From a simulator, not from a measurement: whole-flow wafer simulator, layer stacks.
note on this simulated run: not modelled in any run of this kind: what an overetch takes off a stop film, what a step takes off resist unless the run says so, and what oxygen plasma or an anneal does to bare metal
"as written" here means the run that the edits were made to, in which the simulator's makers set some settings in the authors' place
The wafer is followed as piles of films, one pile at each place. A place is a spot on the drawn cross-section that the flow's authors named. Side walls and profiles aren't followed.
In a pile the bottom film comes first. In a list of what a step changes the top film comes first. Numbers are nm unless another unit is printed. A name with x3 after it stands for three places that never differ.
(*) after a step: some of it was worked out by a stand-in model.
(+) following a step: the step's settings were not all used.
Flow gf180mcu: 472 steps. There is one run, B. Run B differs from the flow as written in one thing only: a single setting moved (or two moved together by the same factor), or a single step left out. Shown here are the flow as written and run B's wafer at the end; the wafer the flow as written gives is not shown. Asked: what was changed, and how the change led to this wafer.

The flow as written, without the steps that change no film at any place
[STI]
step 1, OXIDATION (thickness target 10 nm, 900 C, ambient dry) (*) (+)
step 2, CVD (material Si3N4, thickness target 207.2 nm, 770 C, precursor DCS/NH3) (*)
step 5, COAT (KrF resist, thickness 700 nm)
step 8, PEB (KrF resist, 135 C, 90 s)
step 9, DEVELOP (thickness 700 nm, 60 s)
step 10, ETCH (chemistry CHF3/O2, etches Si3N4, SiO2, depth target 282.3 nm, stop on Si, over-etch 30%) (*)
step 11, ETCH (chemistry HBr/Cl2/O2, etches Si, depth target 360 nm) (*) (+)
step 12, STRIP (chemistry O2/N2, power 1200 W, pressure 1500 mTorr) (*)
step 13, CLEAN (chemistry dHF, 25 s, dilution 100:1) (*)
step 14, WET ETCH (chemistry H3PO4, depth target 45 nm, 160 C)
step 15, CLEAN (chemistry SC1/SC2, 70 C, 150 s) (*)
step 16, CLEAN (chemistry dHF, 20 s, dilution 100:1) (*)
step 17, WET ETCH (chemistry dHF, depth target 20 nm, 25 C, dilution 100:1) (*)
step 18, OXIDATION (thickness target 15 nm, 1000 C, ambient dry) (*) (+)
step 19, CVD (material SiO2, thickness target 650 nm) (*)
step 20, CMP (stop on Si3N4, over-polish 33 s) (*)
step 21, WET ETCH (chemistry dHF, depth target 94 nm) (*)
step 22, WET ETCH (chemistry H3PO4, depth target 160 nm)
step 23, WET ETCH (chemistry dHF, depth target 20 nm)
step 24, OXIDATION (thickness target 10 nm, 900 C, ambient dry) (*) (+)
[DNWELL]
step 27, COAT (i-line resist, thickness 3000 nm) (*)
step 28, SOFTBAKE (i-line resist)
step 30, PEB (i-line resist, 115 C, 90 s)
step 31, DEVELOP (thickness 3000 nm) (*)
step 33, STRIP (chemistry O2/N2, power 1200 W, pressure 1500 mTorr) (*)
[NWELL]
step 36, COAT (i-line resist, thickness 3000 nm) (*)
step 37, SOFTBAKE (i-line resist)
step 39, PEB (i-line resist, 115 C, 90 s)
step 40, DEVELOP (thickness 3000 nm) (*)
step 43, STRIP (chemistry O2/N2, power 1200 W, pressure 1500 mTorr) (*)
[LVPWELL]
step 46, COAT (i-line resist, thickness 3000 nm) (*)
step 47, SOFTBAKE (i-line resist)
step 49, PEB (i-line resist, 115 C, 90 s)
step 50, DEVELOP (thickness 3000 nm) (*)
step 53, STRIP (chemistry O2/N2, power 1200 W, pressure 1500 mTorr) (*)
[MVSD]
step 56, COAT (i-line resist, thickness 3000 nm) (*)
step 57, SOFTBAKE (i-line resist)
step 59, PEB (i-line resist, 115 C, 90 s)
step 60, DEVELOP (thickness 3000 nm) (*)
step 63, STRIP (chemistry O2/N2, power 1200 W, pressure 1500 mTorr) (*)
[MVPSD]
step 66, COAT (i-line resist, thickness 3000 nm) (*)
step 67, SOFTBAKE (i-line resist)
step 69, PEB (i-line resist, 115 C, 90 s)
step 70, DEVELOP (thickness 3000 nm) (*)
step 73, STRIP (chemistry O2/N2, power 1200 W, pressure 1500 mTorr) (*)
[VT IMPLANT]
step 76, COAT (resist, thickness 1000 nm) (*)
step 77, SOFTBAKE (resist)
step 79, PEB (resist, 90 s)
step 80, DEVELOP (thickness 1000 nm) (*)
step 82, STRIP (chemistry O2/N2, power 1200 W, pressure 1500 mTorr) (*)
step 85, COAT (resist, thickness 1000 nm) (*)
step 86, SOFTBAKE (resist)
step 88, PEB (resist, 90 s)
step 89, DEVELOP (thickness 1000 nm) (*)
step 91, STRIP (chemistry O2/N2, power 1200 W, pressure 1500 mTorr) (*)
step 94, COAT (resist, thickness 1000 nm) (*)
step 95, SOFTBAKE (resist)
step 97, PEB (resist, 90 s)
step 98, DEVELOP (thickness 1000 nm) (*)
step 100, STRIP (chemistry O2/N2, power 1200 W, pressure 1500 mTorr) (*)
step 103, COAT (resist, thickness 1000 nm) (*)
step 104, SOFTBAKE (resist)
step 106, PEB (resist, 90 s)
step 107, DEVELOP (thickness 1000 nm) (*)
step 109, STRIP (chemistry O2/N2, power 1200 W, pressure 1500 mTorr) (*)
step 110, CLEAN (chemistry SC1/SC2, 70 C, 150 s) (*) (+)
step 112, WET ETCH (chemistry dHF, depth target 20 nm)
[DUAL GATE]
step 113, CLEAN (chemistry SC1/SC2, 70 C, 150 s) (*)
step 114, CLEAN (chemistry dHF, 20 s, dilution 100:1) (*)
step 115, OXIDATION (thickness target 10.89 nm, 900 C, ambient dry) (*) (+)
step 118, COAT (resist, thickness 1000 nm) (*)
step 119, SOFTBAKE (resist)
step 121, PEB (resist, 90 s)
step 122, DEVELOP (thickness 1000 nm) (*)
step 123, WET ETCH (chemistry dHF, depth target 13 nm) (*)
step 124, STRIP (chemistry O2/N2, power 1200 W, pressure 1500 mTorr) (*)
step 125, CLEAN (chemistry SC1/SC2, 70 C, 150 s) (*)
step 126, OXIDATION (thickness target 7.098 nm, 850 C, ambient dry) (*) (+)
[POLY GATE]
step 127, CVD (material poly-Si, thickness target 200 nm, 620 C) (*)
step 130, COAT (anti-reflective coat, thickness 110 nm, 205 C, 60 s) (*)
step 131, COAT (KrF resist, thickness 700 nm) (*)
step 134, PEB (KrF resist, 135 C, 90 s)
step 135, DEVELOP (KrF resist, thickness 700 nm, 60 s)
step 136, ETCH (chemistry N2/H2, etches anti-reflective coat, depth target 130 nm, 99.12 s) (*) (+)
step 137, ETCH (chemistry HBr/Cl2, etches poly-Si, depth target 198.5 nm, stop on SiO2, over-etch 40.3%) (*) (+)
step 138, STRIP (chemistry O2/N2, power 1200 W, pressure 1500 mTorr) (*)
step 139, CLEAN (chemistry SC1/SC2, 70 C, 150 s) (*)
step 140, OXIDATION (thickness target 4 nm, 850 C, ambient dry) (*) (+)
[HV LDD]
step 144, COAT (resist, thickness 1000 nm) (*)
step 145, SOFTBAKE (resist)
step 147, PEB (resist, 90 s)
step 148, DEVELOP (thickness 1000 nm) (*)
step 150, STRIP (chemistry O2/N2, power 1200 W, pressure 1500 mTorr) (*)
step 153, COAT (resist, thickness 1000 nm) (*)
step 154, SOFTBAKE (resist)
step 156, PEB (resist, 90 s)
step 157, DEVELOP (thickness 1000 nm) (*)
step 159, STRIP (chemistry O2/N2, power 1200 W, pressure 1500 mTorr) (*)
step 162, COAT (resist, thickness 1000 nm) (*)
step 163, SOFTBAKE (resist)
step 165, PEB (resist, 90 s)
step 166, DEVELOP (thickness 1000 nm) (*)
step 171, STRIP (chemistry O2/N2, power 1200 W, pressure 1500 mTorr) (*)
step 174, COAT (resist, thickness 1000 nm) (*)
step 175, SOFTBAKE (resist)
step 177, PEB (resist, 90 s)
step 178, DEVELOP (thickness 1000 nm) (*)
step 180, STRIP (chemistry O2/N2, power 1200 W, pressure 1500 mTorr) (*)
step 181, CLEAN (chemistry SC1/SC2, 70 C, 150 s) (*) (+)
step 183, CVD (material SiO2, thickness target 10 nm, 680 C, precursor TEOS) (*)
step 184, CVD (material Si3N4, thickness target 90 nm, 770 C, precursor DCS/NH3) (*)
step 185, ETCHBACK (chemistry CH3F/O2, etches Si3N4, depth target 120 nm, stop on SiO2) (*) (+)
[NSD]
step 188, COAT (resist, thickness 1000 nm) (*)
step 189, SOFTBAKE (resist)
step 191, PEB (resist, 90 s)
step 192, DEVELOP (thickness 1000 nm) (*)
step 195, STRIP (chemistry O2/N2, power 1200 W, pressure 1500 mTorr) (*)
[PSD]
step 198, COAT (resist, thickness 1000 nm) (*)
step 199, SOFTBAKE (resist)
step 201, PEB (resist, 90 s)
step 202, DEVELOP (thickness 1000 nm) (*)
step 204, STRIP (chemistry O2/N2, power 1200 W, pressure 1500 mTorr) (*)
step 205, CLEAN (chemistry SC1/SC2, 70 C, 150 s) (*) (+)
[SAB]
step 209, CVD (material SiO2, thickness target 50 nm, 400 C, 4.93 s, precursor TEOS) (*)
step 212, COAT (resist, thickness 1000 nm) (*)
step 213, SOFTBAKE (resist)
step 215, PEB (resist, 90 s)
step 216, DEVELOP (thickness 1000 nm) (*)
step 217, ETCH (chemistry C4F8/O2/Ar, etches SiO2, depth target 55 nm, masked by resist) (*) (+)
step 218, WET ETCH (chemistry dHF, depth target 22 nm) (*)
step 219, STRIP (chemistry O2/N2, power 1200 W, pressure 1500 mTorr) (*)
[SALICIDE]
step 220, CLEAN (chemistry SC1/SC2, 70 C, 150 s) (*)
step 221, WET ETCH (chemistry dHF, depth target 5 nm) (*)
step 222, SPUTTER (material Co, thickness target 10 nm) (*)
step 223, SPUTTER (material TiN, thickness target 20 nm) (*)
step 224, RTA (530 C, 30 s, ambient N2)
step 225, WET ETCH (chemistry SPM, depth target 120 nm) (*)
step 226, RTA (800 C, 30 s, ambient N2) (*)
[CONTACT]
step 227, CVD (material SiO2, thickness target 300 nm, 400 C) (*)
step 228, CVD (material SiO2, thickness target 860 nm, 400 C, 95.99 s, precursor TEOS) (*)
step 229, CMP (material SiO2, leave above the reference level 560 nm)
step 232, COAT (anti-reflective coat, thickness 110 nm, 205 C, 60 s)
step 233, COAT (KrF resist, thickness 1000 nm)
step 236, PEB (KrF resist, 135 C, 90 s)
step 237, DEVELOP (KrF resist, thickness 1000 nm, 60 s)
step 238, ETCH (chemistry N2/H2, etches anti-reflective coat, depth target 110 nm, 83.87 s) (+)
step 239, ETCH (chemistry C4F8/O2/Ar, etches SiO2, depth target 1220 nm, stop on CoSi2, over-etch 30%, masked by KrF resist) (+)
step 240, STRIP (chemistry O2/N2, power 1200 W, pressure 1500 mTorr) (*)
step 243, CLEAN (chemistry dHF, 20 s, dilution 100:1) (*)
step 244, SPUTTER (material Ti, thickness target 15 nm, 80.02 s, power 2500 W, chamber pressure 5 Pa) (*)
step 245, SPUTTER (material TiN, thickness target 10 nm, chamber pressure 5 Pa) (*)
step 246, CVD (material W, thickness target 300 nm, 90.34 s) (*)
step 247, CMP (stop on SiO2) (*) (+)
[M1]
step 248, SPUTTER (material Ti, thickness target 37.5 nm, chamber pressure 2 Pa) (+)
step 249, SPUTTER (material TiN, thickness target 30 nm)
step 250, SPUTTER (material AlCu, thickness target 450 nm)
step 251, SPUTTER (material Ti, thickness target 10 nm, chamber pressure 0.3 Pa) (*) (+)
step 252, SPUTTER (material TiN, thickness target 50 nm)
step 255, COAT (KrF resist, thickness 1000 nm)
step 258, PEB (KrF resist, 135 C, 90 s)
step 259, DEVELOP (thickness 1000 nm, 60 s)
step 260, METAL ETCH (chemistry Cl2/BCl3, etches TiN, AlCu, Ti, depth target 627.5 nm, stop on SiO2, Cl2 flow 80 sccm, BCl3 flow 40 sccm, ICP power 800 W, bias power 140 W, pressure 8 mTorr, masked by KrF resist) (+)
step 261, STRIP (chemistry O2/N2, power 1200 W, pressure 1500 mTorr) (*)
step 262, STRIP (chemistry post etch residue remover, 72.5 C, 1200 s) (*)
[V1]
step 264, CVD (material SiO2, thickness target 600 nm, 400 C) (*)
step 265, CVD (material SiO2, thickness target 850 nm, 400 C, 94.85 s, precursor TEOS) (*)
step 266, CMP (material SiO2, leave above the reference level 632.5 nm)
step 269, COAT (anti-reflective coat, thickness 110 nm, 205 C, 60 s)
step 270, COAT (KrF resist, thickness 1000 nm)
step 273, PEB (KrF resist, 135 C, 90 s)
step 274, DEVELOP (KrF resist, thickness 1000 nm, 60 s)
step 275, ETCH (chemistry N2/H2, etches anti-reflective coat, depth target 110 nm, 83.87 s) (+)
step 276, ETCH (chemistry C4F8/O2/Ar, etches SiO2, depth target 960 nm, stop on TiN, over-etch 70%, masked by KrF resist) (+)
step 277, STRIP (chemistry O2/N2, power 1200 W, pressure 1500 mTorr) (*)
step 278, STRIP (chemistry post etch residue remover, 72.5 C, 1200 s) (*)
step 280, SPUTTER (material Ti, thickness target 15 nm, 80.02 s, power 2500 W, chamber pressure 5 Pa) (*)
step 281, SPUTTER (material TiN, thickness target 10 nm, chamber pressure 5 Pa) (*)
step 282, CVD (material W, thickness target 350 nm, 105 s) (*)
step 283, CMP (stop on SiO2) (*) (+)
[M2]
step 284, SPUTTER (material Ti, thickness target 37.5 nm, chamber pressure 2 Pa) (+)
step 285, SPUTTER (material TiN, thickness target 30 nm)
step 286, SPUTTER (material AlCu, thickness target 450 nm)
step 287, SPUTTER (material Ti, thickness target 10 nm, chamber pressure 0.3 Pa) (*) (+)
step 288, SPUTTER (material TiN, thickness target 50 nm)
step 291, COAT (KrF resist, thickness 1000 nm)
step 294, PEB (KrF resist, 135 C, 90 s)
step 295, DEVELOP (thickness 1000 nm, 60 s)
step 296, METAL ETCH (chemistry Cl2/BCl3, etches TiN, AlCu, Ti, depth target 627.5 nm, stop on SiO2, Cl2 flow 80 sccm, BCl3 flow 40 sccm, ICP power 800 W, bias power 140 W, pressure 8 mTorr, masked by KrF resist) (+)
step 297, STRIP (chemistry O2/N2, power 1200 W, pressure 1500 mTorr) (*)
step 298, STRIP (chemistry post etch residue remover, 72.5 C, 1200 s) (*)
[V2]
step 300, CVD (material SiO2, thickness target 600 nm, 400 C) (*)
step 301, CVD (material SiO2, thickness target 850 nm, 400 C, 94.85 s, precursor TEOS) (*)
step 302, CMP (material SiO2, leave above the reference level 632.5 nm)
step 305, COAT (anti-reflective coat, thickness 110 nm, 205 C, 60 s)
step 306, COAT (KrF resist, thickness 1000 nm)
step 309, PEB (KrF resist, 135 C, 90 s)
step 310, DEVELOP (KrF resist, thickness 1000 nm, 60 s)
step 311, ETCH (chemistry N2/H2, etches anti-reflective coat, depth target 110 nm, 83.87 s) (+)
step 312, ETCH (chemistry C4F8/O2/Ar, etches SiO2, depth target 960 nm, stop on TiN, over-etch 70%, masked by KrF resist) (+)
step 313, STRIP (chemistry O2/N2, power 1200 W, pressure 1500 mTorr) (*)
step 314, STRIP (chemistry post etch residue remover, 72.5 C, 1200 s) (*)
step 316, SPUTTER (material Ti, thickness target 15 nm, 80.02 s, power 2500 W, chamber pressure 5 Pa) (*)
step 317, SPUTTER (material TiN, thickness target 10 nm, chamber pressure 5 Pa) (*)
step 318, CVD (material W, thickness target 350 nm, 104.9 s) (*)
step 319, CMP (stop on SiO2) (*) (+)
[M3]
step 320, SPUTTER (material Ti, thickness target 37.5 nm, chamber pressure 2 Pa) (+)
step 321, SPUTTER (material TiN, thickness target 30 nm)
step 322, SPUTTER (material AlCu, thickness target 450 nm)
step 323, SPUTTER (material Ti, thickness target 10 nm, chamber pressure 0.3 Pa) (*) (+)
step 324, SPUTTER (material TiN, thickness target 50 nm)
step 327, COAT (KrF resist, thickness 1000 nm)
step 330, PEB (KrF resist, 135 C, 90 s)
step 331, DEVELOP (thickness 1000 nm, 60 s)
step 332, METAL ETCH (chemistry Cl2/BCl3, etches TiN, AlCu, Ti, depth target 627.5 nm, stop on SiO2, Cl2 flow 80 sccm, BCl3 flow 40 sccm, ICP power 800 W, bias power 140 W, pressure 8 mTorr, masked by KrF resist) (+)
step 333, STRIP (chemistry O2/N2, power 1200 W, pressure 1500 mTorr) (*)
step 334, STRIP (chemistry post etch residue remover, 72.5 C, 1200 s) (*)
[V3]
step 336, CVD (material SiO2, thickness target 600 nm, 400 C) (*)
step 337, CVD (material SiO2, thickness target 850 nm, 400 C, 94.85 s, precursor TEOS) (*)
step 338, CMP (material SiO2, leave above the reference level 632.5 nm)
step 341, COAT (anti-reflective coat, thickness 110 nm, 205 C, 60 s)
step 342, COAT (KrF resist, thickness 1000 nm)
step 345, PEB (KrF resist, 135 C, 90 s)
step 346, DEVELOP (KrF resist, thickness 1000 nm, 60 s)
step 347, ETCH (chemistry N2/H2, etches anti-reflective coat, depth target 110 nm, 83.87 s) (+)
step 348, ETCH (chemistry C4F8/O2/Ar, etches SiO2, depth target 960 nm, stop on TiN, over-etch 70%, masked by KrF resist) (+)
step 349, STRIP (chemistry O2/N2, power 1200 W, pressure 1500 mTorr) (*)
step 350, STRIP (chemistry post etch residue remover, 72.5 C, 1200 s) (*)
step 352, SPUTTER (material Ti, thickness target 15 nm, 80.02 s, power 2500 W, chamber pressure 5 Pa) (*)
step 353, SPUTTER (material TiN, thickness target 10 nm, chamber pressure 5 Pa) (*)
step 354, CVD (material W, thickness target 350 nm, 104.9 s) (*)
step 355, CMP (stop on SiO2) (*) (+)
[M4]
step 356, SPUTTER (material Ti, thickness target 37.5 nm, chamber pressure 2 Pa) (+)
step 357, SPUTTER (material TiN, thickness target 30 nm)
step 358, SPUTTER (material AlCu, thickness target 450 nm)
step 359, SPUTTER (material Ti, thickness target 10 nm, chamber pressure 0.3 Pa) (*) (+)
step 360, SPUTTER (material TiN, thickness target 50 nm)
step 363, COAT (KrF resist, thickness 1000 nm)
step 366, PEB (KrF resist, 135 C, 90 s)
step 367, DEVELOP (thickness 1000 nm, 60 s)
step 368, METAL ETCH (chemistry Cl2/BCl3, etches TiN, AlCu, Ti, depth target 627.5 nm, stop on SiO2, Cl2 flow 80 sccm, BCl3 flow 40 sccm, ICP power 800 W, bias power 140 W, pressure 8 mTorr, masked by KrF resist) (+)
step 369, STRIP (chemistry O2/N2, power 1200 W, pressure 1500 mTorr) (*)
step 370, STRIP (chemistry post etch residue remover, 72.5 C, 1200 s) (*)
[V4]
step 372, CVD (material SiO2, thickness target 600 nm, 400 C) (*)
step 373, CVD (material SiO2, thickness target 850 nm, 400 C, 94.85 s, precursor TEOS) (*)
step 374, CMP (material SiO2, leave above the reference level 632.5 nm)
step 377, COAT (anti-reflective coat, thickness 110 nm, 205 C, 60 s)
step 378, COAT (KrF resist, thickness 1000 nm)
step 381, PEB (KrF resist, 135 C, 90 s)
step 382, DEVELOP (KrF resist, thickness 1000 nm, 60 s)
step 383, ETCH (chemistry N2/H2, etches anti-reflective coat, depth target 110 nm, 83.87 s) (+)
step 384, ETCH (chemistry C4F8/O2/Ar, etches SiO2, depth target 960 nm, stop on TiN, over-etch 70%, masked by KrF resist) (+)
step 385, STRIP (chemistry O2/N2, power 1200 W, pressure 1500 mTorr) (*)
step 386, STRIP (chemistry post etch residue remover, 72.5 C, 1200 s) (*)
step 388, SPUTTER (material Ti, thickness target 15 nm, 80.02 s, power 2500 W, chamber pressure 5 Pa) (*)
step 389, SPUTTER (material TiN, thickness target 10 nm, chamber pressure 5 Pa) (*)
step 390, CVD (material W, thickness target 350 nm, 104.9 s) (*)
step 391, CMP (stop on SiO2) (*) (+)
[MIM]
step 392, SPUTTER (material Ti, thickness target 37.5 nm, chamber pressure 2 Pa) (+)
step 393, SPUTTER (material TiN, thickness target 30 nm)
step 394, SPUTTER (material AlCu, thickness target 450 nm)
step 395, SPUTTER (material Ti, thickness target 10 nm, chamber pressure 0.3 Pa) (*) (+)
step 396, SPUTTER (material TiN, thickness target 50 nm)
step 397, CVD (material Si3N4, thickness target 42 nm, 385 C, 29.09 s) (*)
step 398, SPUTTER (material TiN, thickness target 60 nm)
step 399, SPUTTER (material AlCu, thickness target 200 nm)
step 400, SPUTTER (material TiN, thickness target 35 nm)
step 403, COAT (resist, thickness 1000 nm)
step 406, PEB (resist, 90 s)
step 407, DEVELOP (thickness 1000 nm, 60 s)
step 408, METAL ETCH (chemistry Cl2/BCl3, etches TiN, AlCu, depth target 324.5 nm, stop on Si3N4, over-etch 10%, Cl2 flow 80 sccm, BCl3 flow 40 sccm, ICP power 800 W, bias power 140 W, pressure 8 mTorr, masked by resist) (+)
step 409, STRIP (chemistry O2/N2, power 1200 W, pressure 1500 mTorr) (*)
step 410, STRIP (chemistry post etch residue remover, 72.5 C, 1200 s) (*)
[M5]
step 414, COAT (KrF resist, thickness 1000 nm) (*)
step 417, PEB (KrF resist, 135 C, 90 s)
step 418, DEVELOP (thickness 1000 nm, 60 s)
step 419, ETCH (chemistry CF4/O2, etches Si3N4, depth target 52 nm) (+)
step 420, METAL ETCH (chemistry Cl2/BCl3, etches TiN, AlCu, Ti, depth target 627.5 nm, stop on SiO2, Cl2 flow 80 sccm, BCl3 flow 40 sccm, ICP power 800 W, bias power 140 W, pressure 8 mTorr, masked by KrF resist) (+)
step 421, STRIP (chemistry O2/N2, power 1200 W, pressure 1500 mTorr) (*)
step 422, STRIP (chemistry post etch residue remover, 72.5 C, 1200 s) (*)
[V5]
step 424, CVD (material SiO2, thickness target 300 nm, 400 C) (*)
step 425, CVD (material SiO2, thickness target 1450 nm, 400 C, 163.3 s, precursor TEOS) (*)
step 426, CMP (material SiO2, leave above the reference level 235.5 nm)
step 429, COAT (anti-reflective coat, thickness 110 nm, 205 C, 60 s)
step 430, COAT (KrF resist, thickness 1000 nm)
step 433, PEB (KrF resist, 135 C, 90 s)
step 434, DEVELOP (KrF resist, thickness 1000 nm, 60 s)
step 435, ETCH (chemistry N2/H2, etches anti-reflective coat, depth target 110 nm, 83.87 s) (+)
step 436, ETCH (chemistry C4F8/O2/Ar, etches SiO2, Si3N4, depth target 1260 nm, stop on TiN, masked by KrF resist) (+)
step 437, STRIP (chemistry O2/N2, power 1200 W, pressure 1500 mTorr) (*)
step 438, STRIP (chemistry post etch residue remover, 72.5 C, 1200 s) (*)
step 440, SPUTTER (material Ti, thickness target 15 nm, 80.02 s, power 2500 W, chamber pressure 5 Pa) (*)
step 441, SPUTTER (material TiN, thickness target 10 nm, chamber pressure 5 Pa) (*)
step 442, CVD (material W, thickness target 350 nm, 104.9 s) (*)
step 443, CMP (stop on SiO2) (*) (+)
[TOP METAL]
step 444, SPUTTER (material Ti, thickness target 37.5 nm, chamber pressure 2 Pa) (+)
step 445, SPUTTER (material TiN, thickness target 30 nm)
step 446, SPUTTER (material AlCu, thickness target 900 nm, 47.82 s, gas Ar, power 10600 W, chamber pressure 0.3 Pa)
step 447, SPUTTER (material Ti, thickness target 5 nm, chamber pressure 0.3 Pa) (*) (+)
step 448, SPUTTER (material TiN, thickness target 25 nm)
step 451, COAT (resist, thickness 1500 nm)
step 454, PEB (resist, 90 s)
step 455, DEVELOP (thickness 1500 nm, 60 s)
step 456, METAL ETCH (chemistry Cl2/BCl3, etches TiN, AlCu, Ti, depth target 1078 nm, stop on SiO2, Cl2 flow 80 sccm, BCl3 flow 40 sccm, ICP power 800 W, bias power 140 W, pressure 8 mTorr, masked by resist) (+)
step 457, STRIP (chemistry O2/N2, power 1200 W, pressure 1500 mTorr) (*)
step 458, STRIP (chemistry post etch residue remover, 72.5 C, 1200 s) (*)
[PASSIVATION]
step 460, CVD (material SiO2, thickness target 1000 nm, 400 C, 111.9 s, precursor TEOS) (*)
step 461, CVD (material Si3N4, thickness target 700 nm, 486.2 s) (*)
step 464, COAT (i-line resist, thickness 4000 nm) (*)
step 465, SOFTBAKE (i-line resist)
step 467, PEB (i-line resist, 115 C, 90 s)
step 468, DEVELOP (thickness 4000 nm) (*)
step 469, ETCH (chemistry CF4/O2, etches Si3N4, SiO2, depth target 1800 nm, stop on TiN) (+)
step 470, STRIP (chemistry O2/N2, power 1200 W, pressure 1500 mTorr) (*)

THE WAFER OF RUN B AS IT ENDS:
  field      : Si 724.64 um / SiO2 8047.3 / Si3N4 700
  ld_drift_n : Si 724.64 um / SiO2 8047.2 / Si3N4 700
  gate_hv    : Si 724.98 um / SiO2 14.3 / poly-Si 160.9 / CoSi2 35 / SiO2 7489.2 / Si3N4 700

What caused this: step 250, SPUTTER: thickness target 270 nm was run, while the flow as written has thickness target 450 nm.

The path from the change to this, step by step:
  step 250, SPUTTER (material AlCu, thickness target 450 nm)
      field, field__w1, field__w2 and 108 more: AlCu gains 270 (new film) (it would be, as written: AlCu gains 450 (new film))
  step 260, METAL ETCH (chemistry Cl2/BCl3, etches TiN, AlCu, Ti, depth target 627.5 nm, stop on SiO2, Cl2 flow 80 sccm, BCl3 flow 40 sccm, ICP power 800 W, bias power 140 W, pressure 8 mTorr, masked by KrF resist) (+)
      field, field__w1, field__w2 and 99 more: TiN loses 50 (all of it), Ti loses 10 (all of it), AlCu loses 270 (all of it), TiN loses 30 (all of it), Ti loses 37.5 (all of it) (it would be, as written: TiN loses 50 (all of it), Ti loses 10 (all of it), AlCu loses 450 (all of it), TiN loses 30 (all of it), Ti loses 37.5 (all of it))
      field__w8, contact, m1 and 6 more: KrF resist loses 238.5 (it would be, as written: KrF resist loses 251)
  step 266, CMP (material SiO2, leave above the reference level 632.5 nm)
      field, field__w1, field__w2 and 99 more: SiO2 loses 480 (it would be, as written: SiO2 loses 300)
